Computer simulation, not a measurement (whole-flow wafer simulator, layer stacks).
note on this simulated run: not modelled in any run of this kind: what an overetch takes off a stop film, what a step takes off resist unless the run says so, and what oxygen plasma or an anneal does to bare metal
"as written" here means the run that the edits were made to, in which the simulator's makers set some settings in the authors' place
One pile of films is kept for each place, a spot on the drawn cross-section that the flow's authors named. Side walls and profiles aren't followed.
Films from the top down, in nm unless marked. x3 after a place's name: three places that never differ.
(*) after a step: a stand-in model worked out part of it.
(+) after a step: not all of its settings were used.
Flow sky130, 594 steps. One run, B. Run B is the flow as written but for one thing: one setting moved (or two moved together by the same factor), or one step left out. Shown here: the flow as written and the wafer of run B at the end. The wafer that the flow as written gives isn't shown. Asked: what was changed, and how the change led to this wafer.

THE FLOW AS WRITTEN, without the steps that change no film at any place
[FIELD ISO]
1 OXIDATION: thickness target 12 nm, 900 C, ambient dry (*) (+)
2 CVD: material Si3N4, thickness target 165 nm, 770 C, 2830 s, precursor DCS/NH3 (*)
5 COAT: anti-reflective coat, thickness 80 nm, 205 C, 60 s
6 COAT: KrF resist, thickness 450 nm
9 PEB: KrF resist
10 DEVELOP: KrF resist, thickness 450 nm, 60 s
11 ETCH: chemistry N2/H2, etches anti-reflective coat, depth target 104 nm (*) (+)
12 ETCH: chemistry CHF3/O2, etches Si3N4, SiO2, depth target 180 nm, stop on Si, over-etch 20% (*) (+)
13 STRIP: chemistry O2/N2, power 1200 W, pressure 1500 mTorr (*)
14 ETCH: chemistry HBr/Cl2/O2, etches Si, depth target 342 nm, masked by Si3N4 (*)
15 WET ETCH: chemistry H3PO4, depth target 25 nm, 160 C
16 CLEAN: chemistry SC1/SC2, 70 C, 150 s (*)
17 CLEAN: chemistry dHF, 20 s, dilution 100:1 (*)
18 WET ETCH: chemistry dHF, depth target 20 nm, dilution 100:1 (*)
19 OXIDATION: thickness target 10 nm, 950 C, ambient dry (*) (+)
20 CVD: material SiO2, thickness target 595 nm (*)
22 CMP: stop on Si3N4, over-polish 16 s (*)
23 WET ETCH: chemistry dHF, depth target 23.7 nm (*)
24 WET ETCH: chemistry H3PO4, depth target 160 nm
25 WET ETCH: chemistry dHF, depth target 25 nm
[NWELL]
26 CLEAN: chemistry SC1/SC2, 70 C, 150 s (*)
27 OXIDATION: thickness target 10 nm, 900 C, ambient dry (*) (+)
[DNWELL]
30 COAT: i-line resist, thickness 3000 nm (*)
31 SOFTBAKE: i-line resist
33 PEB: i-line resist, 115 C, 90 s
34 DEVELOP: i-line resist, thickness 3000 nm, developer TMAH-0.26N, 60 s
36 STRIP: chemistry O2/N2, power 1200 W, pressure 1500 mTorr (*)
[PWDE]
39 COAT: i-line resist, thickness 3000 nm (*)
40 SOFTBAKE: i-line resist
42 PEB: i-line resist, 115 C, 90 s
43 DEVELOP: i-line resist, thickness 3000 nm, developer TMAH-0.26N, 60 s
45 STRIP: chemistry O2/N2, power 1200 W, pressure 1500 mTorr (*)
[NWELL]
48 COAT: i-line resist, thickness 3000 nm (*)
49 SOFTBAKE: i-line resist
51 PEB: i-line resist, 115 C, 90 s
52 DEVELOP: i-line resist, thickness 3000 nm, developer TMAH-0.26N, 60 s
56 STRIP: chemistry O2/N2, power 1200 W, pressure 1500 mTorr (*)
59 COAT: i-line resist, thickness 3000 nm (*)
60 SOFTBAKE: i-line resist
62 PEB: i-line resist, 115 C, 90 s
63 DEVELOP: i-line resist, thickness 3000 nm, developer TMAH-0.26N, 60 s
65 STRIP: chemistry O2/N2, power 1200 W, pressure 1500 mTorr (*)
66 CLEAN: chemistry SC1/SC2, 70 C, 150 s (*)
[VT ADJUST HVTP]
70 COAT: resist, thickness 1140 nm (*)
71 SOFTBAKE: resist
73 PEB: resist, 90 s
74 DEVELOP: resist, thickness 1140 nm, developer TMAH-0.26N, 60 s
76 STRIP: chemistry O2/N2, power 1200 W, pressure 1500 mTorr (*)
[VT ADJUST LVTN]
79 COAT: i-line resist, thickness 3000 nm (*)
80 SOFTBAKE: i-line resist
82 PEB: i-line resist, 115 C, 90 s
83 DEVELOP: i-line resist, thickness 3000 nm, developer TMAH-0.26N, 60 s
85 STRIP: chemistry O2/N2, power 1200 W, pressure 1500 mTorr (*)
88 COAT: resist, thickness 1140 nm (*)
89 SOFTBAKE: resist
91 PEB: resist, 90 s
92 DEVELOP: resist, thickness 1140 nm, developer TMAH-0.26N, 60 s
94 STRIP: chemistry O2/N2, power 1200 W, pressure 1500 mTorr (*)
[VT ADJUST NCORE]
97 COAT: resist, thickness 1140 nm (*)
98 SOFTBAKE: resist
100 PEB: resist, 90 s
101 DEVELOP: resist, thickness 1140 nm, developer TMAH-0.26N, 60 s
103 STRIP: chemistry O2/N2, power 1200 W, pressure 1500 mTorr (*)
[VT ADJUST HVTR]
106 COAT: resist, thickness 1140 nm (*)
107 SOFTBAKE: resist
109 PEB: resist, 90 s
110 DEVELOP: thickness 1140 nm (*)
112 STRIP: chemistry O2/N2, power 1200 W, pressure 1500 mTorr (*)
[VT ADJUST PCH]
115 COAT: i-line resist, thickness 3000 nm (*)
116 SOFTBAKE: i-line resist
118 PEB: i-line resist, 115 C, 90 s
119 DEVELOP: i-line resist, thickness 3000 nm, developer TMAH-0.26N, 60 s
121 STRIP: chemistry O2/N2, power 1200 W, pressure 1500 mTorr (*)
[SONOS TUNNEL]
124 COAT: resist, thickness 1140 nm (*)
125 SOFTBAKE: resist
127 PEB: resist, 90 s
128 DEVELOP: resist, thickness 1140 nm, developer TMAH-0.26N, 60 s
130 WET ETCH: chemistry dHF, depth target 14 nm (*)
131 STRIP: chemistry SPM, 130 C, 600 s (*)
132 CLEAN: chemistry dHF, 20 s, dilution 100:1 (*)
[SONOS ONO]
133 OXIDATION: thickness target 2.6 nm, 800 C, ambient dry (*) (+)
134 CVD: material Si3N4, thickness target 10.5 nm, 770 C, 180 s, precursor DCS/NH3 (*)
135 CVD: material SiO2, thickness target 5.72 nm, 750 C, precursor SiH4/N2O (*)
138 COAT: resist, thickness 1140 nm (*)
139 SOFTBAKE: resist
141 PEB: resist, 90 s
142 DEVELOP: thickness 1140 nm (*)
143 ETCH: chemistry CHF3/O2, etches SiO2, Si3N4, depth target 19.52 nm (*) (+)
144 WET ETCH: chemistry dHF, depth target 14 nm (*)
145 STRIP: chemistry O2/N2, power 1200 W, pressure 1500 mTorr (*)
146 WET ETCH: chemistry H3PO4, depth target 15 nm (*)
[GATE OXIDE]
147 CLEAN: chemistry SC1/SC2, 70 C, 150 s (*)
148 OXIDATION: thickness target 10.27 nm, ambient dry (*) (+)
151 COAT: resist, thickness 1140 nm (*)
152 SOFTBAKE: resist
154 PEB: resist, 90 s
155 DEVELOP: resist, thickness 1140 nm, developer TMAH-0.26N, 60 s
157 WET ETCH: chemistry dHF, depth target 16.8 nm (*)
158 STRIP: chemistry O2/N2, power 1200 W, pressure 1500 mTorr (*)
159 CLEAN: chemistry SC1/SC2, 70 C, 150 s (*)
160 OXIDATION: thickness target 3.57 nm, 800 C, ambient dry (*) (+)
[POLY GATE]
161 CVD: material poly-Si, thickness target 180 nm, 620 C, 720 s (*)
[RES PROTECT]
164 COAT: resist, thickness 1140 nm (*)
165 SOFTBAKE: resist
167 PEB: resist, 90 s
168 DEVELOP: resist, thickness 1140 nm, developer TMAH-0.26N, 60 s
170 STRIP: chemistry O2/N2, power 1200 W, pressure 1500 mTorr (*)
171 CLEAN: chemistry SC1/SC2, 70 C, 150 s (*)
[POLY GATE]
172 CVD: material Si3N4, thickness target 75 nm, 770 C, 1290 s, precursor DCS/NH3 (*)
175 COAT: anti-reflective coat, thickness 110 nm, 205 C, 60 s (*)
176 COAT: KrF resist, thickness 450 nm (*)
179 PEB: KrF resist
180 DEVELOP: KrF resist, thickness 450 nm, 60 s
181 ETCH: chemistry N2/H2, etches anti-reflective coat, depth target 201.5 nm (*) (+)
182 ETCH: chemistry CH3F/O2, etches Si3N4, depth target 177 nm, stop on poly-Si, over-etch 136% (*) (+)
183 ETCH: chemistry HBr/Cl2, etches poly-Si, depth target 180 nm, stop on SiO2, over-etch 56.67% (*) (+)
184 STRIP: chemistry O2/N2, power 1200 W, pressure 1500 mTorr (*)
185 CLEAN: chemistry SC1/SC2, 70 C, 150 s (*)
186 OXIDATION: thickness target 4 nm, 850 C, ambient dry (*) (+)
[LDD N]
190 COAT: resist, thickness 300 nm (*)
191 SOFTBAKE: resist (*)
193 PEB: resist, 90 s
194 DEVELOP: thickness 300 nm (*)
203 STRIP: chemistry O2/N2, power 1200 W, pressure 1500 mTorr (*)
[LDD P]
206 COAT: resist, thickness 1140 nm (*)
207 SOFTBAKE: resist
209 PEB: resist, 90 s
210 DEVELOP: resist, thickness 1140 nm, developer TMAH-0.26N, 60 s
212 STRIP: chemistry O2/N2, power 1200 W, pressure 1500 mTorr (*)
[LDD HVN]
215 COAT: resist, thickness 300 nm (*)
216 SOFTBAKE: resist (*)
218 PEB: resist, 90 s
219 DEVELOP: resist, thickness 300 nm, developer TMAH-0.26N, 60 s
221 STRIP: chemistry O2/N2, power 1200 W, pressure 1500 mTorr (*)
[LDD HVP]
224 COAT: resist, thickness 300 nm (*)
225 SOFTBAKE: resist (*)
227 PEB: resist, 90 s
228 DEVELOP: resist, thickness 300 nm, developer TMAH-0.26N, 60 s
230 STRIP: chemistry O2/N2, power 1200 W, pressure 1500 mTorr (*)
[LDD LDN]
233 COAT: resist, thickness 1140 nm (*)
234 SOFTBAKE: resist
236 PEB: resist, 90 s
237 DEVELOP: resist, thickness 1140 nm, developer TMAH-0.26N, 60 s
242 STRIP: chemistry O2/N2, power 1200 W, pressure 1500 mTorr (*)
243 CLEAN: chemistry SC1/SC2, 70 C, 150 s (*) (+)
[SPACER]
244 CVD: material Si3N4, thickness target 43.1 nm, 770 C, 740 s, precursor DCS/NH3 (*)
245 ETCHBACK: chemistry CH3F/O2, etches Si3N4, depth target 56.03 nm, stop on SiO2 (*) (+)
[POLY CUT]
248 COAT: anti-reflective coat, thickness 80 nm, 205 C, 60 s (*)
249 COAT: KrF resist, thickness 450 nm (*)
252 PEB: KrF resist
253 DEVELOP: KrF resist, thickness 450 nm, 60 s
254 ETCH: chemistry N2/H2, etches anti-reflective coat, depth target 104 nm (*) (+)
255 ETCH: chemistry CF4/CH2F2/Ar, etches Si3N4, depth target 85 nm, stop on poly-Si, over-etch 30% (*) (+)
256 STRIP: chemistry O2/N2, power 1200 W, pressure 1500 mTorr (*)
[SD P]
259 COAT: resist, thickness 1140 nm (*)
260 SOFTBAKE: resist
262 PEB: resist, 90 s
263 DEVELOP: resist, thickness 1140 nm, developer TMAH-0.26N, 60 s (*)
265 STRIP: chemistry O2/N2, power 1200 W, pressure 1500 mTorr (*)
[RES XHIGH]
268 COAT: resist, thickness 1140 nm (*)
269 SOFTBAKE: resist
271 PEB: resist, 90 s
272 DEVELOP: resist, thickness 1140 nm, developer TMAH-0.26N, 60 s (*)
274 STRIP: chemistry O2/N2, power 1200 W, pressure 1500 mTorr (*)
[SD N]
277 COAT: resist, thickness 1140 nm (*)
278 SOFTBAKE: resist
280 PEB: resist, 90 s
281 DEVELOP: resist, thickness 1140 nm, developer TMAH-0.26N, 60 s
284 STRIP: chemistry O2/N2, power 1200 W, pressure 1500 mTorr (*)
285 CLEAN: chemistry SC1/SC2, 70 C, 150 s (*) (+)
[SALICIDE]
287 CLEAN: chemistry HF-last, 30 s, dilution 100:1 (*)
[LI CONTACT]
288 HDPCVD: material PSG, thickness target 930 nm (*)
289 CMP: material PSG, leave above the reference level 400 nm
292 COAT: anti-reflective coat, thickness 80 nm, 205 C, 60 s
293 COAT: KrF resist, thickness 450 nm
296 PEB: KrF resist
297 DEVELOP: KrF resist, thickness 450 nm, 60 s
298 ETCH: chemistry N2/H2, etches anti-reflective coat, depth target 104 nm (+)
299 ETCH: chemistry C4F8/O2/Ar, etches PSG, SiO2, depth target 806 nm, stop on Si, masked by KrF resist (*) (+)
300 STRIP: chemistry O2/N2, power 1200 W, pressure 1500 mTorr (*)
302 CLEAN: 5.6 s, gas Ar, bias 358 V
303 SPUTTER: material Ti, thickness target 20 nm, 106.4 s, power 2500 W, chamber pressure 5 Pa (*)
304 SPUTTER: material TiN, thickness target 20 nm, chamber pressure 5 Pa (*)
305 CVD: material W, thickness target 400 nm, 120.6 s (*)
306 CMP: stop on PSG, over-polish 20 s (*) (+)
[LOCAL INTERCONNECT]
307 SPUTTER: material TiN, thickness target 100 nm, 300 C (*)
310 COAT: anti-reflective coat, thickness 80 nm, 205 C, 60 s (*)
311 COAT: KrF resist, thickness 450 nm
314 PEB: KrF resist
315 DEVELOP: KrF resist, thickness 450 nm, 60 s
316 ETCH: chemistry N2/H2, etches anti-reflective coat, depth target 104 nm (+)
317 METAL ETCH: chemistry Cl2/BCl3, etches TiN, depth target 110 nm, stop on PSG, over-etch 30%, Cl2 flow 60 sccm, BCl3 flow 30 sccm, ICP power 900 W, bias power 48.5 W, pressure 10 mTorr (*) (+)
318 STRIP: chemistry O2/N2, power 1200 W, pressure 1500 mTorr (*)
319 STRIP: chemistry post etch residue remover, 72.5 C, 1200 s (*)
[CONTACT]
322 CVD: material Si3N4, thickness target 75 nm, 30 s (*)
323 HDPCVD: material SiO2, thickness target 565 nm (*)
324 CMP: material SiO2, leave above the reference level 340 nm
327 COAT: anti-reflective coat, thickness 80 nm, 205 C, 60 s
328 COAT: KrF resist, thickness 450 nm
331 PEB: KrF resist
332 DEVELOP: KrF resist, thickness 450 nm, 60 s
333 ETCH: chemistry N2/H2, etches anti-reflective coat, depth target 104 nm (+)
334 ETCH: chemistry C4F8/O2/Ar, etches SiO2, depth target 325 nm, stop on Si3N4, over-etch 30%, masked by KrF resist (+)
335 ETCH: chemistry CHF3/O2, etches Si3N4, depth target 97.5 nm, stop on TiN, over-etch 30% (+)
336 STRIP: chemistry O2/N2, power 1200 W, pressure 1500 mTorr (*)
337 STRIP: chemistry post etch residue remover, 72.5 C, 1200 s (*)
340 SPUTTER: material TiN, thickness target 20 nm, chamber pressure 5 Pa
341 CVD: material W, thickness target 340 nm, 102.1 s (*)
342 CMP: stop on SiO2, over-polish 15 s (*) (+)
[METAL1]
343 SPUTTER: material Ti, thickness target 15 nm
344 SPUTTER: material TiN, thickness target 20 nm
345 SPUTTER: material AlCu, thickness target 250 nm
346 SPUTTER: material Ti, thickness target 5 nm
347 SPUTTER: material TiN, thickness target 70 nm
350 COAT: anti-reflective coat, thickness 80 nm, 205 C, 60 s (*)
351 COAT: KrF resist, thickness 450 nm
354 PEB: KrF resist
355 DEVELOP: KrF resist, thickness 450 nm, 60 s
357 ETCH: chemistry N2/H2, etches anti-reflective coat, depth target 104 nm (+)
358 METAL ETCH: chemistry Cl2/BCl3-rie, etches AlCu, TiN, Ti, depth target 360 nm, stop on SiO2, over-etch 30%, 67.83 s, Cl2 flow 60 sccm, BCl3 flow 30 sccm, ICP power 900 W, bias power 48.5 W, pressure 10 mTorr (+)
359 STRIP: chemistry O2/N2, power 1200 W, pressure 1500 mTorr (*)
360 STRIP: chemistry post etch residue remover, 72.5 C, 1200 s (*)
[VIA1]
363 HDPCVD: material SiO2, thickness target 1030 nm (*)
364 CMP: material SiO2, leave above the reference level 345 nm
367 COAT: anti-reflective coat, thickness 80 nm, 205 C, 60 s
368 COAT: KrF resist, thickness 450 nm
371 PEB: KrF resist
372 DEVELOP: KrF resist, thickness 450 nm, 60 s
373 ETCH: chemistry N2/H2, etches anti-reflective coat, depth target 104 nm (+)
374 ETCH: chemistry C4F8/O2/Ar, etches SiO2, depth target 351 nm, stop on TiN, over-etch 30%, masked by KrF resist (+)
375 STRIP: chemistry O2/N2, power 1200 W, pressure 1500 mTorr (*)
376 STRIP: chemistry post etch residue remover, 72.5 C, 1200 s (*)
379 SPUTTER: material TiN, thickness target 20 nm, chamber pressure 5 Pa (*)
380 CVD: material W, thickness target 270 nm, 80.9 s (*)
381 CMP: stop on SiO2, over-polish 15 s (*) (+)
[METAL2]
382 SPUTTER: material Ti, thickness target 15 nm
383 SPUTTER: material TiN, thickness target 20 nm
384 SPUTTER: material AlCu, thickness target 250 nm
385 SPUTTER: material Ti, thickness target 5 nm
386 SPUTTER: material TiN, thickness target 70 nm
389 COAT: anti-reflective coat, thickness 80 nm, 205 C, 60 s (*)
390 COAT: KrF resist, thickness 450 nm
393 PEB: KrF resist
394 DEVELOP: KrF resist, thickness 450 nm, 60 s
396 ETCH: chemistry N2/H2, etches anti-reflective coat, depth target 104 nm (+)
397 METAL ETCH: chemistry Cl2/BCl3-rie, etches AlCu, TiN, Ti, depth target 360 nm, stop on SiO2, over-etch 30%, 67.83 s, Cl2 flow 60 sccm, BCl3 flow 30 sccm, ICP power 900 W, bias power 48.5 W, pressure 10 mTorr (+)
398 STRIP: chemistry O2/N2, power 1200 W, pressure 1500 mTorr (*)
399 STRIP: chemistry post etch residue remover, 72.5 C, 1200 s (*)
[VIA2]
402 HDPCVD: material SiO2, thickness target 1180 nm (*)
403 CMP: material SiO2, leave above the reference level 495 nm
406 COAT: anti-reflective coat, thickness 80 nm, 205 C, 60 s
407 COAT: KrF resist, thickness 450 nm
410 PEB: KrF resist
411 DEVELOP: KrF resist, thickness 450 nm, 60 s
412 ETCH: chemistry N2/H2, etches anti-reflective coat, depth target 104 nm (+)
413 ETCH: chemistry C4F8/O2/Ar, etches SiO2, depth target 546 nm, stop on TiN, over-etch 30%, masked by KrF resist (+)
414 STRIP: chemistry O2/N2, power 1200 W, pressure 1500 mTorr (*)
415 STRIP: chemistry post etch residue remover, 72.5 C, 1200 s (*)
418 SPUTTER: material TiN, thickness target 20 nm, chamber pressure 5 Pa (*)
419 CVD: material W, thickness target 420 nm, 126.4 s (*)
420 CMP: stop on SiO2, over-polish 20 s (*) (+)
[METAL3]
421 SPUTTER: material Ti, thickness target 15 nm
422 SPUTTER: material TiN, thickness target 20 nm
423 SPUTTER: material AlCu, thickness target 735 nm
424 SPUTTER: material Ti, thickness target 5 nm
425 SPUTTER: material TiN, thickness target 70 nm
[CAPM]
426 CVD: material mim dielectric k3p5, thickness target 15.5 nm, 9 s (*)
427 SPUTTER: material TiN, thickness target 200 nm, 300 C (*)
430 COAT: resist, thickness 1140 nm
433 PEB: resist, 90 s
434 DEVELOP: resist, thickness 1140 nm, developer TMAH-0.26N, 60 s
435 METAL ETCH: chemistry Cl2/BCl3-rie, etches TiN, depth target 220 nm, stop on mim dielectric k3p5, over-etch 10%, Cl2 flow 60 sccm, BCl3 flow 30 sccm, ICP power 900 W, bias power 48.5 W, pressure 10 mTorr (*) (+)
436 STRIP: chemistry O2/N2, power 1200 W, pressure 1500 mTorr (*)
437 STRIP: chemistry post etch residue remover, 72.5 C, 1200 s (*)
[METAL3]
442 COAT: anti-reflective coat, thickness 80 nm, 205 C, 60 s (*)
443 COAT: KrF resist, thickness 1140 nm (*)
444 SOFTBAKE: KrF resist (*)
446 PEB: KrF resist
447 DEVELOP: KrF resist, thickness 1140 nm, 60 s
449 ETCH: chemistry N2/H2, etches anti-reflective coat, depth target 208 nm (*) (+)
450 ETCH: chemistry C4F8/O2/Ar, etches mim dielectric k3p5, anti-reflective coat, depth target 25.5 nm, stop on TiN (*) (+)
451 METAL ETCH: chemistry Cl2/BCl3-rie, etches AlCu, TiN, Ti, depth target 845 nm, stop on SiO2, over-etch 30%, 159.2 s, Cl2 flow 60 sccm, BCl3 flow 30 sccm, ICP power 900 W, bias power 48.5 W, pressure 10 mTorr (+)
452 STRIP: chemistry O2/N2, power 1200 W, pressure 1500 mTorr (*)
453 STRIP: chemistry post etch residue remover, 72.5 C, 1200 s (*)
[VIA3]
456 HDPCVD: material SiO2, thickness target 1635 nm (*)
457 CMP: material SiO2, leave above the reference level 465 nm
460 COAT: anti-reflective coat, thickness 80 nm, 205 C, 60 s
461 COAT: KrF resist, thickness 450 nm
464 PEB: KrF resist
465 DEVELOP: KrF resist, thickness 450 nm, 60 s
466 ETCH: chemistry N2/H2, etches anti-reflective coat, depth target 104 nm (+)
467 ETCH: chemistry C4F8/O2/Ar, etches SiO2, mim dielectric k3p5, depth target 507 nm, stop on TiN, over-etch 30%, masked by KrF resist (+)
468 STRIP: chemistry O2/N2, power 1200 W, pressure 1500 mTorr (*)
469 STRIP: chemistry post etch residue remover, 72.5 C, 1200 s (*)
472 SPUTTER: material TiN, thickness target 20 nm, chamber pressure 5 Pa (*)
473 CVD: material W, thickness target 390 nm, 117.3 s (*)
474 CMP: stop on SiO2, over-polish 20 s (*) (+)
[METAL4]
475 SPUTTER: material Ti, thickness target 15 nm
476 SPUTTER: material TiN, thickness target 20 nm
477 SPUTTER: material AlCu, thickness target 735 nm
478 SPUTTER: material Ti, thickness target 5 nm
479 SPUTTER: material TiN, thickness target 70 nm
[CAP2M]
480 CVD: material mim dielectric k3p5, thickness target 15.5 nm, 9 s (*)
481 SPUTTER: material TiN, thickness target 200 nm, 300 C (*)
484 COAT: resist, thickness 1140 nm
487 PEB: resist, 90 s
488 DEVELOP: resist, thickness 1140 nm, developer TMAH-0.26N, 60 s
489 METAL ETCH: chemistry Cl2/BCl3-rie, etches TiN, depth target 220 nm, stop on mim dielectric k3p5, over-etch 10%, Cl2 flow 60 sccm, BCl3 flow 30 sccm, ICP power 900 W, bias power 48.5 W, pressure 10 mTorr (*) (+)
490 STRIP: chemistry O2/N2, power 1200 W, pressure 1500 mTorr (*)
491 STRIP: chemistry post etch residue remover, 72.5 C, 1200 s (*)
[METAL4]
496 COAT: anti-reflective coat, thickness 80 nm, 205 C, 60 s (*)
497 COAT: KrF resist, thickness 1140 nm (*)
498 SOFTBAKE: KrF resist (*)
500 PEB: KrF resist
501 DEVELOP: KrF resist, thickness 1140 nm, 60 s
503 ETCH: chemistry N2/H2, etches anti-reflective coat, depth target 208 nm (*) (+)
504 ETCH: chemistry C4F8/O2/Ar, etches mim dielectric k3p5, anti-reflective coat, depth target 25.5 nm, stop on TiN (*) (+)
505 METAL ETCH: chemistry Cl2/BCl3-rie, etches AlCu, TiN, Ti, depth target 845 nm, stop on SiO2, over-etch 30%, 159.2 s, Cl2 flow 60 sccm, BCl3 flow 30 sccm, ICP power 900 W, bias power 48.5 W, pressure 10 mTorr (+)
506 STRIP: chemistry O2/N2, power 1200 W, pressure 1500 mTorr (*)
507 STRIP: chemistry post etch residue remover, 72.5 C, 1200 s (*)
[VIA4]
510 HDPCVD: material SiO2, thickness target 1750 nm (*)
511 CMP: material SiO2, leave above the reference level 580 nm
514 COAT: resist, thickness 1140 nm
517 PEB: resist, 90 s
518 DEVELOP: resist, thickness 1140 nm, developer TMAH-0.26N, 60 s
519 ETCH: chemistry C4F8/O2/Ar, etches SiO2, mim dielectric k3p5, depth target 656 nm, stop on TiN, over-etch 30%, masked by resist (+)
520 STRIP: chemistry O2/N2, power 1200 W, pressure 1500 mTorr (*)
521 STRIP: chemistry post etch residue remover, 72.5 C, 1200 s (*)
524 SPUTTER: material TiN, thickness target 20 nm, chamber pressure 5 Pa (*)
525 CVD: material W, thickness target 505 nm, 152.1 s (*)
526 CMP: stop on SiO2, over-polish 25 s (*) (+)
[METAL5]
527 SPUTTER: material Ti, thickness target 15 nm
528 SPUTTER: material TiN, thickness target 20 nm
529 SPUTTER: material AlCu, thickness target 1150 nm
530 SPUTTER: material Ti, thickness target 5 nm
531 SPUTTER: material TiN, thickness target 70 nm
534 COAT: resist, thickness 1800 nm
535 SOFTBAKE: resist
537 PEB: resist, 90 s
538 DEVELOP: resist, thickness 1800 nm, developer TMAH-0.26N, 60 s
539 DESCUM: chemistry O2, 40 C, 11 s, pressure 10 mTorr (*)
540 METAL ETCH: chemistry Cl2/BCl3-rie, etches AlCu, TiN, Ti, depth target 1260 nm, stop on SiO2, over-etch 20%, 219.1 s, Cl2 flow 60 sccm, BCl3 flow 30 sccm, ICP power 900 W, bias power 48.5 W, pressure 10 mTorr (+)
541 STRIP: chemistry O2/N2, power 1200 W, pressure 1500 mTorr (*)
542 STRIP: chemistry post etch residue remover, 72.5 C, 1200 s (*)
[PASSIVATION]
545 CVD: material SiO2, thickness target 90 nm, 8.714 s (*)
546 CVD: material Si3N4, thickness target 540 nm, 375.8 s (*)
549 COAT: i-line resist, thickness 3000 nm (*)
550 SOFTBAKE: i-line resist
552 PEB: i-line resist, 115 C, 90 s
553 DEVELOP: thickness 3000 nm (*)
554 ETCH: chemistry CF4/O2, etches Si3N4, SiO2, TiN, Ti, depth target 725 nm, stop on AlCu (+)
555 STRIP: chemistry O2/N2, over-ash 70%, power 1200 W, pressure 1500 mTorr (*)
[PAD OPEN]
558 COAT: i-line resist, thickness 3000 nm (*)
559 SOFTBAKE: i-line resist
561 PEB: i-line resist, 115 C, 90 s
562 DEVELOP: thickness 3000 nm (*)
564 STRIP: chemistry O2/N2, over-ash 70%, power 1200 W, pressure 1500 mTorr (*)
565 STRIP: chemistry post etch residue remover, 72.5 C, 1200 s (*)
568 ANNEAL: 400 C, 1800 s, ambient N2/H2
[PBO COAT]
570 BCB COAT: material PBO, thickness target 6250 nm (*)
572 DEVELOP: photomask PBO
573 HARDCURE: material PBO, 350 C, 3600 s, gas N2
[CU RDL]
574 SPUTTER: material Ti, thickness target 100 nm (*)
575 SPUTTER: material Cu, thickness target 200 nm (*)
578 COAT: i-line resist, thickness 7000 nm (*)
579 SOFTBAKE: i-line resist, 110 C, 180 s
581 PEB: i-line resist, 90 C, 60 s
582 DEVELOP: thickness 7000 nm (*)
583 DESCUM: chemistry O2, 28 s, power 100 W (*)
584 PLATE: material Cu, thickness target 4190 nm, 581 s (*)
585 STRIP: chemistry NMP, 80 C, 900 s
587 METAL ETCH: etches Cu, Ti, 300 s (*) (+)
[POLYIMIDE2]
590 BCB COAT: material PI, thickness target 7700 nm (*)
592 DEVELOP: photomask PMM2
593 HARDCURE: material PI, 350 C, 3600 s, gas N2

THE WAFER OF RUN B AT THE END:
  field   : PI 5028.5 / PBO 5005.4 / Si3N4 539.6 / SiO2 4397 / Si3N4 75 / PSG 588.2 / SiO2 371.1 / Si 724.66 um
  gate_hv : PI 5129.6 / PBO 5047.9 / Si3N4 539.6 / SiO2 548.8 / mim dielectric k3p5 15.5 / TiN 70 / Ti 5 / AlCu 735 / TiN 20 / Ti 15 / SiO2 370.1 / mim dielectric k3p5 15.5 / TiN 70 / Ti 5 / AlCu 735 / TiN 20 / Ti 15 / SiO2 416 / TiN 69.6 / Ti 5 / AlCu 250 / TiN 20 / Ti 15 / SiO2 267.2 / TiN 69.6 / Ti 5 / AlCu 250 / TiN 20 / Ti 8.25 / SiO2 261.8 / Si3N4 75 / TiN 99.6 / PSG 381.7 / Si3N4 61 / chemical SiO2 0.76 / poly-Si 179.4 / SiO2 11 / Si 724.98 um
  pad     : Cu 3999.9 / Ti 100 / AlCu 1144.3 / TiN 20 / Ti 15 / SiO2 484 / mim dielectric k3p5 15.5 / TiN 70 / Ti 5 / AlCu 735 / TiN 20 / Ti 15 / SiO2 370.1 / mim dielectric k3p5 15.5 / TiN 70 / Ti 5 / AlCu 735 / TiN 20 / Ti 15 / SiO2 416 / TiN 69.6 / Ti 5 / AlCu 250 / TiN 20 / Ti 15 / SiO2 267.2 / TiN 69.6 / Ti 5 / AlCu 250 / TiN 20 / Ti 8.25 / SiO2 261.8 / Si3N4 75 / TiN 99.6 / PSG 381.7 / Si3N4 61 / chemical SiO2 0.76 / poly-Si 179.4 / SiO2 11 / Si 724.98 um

The cause: step 343, SPUTTER: thickness target 8.25 nm was run, where the flow has thickness target 15 nm.
It can be read off the wafer: gate_hv has Ti 8.25, and step 343 as written asks for 15 nm.

How the change led to this, step by step:
  343 SPUTTER: material Ti, thickness target 15 nm
      field, active, n_well and 188 more: Ti +8.25 (new film) (as written it would be: Ti +15 (new film))
  358 METAL ETCH: chemistry Cl2/BCl3-rie, etches AlCu, TiN, Ti, depth target 360 nm, stop on SiO2, over-etch 30%, 67.83 s, Cl2 flow 60 sccm, BCl3 flow 30 sccm, ICP power 900 W, bias power 48.5 W, pressure 10 mTorr (+)
      field, active, gate and 81 more: TiN -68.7 (all of it), Ti -5 (all of it), AlCu -250 (all of it), TiN -20 (all of it), Ti -8.25 (all of it), SiO2 -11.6 (as written it would be: TiN -68.7 (all of it), Ti -5 (all of it), AlCu -250 (all of it), TiN -20 (all of it), Ti -15 (all of it), SiO2 -10.9)
